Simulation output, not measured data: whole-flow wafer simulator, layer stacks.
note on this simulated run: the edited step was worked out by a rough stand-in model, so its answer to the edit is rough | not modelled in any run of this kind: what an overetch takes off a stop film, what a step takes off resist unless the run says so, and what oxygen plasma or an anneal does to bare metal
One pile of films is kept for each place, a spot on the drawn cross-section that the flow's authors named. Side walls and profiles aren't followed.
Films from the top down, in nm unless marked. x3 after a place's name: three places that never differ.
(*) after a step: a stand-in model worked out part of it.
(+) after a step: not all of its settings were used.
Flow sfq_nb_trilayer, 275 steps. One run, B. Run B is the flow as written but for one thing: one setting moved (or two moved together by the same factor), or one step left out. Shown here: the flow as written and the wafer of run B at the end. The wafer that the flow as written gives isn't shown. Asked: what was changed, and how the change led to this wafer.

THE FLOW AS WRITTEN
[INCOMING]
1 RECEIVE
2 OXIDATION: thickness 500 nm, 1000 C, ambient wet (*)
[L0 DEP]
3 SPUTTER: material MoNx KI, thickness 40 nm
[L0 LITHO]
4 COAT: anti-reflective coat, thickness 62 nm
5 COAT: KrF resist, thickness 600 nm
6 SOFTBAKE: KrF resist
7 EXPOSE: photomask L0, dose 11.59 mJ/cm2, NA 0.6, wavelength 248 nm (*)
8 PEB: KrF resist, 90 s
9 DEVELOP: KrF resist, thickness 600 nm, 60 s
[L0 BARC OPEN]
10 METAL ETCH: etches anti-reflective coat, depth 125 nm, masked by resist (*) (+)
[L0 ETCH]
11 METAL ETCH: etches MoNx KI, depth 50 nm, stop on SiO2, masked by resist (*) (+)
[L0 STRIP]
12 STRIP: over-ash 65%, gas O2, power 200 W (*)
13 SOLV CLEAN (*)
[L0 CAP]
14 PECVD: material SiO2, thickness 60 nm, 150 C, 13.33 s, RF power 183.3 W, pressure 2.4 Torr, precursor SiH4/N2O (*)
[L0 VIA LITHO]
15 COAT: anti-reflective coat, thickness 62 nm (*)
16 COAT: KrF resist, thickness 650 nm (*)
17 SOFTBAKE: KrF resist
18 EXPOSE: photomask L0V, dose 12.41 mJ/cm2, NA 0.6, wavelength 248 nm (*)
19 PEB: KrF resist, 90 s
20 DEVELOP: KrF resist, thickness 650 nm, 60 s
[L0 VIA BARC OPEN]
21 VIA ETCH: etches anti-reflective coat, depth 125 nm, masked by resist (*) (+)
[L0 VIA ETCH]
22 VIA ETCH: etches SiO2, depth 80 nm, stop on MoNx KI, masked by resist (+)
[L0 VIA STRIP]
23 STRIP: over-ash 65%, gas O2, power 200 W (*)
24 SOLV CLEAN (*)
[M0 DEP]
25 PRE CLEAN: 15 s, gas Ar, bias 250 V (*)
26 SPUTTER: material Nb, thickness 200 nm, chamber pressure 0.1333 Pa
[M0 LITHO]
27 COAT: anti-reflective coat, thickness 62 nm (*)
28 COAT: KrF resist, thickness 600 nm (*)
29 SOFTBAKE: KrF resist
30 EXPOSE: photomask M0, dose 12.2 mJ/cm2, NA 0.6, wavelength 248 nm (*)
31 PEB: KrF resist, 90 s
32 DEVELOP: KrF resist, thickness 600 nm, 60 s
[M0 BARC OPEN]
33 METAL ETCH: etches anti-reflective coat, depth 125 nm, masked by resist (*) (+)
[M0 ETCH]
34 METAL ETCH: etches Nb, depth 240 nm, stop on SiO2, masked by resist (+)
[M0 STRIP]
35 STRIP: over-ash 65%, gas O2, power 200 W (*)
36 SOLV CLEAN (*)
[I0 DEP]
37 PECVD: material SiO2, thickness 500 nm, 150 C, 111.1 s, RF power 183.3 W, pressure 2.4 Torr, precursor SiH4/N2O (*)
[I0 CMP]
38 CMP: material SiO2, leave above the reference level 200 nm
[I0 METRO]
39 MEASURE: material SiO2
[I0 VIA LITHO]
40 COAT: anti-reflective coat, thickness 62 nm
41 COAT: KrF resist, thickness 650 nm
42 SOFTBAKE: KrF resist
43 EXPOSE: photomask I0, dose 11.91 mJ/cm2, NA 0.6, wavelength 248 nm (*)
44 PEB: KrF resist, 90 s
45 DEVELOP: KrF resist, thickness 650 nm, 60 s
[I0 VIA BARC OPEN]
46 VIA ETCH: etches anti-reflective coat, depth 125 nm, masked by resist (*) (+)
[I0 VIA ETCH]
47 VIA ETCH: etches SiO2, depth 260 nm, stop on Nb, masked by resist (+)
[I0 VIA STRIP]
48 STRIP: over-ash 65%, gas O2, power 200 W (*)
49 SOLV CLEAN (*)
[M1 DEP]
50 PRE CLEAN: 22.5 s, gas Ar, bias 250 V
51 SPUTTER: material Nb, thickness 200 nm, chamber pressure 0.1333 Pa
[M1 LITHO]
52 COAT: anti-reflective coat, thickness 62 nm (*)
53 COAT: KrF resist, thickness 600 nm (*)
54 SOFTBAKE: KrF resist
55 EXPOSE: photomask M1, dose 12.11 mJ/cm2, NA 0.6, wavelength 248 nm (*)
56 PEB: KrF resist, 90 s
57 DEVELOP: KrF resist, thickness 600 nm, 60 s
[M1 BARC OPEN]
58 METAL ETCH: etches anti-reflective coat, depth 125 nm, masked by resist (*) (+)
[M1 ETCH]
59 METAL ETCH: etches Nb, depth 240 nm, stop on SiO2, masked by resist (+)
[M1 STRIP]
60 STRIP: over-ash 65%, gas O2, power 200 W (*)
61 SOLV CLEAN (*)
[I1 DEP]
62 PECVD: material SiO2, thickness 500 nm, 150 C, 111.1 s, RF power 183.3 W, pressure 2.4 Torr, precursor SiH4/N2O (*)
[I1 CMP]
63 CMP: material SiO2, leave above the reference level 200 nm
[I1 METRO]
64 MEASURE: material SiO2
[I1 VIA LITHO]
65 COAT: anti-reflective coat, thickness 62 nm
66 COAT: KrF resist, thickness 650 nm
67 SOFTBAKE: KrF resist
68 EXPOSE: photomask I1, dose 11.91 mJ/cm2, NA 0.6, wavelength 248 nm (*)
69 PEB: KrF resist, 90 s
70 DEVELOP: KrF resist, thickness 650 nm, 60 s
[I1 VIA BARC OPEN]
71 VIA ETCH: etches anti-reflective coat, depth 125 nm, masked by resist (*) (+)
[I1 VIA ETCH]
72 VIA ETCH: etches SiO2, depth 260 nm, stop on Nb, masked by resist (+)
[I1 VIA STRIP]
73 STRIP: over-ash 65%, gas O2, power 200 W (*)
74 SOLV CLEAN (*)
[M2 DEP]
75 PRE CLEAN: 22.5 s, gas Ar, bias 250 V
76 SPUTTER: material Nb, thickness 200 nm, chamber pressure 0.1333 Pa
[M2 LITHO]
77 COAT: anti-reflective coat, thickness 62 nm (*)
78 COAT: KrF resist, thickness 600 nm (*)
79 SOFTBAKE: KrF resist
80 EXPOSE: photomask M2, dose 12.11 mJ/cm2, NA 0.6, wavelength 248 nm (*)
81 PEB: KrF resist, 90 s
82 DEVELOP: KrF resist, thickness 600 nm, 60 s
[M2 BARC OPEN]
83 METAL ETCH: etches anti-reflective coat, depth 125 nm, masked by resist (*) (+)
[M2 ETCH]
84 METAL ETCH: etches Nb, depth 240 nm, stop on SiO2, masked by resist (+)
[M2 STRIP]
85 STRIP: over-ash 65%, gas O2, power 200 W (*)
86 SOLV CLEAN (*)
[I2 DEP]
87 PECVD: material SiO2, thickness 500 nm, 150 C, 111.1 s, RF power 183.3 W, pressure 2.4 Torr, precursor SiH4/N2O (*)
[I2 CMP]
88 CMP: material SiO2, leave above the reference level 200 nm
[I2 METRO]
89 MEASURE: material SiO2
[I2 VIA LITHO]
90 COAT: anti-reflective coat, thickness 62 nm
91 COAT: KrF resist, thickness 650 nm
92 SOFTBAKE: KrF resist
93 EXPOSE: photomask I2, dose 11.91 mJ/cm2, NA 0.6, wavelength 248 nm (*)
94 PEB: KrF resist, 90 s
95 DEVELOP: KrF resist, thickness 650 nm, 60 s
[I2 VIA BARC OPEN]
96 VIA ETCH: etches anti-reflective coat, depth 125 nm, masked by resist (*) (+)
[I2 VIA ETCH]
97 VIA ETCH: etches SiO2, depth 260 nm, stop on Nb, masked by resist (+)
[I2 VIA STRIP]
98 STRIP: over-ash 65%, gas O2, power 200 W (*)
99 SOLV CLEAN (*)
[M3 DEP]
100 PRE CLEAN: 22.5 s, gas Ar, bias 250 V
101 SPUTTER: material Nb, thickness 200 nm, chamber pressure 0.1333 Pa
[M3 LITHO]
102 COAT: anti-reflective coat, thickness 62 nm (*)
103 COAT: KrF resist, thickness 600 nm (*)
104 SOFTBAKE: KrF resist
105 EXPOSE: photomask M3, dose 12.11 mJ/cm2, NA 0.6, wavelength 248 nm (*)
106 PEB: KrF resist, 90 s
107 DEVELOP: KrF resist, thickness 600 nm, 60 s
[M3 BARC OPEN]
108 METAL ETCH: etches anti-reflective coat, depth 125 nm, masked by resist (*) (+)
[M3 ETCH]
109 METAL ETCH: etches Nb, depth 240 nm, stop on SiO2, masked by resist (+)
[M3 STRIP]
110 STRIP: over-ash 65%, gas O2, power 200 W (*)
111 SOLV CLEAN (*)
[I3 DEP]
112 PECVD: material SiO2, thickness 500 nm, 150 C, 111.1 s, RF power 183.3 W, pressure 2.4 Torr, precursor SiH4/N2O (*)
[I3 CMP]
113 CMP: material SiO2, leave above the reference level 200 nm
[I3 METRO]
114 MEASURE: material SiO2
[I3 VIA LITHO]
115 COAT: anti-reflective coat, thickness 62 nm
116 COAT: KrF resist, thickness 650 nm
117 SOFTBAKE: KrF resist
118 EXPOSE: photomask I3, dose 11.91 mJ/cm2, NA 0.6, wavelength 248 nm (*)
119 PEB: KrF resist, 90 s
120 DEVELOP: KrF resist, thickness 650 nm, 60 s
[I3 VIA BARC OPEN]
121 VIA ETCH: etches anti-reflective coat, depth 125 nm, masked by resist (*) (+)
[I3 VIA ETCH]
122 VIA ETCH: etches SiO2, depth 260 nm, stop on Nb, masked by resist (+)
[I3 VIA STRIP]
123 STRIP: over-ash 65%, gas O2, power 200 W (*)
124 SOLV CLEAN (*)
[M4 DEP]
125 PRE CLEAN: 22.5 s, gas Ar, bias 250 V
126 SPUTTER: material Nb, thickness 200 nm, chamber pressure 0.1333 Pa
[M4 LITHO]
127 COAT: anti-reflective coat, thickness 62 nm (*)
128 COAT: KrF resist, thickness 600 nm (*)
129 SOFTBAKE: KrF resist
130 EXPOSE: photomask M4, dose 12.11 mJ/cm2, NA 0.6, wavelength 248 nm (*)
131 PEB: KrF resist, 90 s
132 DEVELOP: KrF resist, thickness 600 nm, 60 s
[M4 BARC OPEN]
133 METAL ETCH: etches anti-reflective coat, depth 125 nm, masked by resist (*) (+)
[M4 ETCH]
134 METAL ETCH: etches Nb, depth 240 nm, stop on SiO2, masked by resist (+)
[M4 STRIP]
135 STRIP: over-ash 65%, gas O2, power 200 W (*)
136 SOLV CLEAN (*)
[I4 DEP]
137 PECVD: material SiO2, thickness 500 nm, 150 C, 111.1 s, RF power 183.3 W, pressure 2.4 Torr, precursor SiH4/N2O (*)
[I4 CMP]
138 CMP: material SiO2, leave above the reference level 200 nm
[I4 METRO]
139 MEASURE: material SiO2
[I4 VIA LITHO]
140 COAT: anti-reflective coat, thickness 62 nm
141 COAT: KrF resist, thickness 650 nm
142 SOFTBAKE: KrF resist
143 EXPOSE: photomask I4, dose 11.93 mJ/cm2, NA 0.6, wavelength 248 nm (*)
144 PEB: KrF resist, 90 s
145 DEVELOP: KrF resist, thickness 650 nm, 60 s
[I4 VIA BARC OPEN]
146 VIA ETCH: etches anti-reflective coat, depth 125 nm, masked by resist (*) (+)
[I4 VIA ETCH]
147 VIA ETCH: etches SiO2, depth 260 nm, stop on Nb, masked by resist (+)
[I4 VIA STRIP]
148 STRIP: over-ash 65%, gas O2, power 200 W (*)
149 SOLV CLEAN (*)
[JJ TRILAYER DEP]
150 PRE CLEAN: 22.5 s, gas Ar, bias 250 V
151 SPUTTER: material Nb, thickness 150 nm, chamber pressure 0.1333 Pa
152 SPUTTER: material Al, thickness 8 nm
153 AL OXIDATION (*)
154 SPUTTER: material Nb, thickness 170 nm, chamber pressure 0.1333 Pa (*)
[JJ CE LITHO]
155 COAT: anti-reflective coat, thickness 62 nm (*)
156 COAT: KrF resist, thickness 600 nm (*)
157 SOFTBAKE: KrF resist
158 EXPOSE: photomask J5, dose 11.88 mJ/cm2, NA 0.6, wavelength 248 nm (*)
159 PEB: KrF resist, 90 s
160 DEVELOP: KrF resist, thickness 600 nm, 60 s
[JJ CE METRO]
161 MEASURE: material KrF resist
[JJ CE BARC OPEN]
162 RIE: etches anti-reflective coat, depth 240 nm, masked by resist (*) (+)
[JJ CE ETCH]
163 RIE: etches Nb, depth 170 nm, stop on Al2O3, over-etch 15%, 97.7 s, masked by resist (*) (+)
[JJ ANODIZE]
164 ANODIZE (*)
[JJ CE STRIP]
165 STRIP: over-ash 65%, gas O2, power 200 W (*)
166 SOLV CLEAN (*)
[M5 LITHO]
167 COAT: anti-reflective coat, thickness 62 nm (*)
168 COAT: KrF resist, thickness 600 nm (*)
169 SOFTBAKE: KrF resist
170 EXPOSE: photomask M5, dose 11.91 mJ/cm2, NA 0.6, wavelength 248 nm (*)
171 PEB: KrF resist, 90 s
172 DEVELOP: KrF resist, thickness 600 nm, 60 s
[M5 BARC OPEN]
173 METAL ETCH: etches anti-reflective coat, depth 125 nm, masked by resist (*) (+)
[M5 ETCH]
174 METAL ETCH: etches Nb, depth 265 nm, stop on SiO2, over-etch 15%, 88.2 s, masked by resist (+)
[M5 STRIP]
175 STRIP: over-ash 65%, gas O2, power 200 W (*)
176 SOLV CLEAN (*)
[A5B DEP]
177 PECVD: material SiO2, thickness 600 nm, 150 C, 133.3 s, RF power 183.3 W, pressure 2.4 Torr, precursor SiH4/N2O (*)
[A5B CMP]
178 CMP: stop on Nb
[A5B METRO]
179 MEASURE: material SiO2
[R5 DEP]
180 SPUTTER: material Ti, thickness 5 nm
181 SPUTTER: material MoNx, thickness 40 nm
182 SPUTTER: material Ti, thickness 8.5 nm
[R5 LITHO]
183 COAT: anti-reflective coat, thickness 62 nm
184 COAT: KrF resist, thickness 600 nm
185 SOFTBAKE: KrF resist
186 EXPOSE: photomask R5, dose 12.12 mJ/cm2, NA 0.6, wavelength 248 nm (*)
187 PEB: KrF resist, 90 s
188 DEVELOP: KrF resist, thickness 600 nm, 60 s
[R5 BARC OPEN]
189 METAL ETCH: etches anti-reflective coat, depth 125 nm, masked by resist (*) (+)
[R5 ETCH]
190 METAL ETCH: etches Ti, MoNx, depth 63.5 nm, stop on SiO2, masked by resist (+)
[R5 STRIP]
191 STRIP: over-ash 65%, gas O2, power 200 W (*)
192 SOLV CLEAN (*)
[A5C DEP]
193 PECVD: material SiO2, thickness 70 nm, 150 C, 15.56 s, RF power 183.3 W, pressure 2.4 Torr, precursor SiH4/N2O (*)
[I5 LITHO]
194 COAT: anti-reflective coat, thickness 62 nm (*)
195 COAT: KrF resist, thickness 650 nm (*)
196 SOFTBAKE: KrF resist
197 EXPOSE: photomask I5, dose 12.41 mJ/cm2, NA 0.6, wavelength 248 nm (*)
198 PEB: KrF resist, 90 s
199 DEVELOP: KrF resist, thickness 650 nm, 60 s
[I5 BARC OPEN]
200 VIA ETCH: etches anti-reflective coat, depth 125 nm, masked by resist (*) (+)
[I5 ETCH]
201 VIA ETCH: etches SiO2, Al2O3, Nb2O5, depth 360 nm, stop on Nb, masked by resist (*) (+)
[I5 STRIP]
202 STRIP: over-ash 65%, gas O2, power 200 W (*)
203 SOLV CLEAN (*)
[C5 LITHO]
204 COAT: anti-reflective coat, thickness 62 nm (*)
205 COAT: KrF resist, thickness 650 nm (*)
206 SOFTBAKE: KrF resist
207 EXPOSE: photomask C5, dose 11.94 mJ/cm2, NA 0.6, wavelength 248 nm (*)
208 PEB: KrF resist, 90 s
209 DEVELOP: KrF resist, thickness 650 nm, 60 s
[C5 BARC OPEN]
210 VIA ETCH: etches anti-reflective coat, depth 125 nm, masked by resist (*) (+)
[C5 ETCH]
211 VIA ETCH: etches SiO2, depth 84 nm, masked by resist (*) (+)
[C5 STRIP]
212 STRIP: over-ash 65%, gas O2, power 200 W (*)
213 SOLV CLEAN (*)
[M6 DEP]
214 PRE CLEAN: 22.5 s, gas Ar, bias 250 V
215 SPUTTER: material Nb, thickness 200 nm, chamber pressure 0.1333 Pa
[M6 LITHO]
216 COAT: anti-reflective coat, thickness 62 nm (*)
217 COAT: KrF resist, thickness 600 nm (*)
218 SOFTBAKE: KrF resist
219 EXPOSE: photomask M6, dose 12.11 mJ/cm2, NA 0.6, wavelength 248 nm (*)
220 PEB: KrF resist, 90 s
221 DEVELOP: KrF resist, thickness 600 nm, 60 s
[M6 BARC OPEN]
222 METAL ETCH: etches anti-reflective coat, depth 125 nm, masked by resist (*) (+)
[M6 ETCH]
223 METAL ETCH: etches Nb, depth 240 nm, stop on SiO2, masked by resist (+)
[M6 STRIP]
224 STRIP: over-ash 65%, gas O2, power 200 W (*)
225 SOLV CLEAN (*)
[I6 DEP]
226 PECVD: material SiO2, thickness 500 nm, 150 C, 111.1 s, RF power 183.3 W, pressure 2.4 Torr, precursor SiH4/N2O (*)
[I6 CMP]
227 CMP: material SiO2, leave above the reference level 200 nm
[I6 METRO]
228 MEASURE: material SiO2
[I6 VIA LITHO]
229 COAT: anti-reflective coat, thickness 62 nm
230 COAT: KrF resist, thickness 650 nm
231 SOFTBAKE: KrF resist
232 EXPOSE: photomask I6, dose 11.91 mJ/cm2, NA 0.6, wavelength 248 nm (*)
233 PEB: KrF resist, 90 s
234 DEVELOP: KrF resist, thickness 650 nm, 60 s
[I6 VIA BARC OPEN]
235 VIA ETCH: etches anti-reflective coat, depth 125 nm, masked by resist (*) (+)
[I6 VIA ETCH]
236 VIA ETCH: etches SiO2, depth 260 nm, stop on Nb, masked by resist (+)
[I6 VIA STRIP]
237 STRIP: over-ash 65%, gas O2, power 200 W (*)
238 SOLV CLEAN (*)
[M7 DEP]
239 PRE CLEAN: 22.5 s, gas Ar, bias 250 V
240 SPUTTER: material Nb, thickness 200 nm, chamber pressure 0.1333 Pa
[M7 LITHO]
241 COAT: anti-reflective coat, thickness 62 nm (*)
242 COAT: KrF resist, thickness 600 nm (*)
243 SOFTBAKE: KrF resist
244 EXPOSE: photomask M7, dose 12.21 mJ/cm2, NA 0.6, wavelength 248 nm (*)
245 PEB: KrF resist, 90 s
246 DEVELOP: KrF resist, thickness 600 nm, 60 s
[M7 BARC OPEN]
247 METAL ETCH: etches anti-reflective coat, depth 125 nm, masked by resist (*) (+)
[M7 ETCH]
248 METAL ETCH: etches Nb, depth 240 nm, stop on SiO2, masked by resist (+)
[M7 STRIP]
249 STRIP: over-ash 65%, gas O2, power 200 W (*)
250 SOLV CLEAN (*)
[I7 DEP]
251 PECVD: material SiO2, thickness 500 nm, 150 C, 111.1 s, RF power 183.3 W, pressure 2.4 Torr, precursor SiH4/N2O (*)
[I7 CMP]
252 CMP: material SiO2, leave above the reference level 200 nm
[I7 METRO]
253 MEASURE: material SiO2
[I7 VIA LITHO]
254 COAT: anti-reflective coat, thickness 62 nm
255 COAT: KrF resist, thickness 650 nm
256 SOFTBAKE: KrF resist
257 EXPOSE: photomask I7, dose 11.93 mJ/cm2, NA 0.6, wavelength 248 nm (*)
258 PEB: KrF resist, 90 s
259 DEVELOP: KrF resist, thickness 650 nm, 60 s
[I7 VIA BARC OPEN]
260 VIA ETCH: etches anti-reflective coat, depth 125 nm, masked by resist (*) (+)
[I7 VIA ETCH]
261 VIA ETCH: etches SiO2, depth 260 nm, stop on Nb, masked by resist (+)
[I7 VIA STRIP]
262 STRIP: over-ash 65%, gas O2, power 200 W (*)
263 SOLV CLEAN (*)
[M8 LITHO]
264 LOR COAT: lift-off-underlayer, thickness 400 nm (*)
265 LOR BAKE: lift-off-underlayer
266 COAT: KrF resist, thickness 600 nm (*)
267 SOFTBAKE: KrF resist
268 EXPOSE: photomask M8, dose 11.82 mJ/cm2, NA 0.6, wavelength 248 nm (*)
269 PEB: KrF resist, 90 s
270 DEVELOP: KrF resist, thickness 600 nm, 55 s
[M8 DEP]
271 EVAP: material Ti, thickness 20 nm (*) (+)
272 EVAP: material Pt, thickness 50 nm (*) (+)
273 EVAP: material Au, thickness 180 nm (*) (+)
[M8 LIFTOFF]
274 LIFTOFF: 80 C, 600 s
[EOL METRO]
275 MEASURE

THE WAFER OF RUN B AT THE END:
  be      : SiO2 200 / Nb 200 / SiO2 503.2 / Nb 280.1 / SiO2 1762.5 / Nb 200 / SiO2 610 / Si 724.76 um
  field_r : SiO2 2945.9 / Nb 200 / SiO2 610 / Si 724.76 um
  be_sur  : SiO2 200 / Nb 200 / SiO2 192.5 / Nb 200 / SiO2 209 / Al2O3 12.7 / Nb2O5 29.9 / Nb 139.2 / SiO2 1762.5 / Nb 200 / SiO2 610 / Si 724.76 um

The cause: step 2, OXIDATION: thickness 555 nm was run, where the flow has thickness 500 nm.

How the change led to this, step by step:
  2 OXIDATION: thickness 500 nm, 1000 C, ambient wet (*)
      field_l, v_sur, via_wl and 103 more: SiO2 +555 (new film), chemical SiO2 -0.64 (all of it), Si -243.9 (as written it would be: SiO2 +500 (new film), chemical SiO2 -0.64 (all of it), Si -219.7)
